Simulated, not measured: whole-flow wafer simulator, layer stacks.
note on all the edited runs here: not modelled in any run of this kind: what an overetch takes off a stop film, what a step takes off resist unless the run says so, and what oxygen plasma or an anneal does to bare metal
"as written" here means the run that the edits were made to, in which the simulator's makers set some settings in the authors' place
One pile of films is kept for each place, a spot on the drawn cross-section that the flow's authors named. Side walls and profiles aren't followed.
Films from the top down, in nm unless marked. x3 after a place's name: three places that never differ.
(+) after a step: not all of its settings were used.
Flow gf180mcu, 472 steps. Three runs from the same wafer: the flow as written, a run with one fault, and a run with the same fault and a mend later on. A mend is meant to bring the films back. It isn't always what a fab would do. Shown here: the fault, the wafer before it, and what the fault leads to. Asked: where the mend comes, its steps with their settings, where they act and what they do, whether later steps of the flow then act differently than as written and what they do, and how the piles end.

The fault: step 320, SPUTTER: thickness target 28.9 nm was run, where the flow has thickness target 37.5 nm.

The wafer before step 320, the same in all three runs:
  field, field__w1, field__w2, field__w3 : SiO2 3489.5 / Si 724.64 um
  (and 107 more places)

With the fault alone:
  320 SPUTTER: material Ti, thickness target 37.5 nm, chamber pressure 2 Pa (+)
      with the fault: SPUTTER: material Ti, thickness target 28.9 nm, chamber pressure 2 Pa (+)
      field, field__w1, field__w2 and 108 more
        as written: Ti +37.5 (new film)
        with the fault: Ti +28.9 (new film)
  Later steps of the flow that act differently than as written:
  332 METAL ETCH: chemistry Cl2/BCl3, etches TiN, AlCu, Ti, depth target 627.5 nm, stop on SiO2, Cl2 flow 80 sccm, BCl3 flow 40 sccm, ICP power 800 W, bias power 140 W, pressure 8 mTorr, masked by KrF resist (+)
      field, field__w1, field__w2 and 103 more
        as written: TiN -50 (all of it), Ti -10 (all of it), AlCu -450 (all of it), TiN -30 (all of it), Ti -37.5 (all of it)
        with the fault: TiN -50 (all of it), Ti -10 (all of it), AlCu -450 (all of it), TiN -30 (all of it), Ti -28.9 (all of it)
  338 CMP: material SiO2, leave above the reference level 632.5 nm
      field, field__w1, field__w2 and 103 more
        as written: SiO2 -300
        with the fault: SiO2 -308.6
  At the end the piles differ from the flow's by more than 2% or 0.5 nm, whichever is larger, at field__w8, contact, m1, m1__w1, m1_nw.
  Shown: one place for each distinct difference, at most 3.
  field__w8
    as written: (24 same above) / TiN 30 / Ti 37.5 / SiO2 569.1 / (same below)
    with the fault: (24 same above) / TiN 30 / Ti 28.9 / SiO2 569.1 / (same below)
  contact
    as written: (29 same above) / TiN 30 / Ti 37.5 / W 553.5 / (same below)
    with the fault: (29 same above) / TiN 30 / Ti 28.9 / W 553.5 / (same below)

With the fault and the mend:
  The mend comes after step 320.
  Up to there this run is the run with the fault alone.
  320a SPUTTER: material Ti, thickness target 8.6 nm, chamber pressure 2 Pa (+) (the flow's step 320 once more, with other settings)
      field, field__w1, field__w2 and 108 more
        Ti +8.6
  No later step of the flow acts differently than as written at any place that is followed.
  At the end the piles are the same as the flow's at every place that both follow.
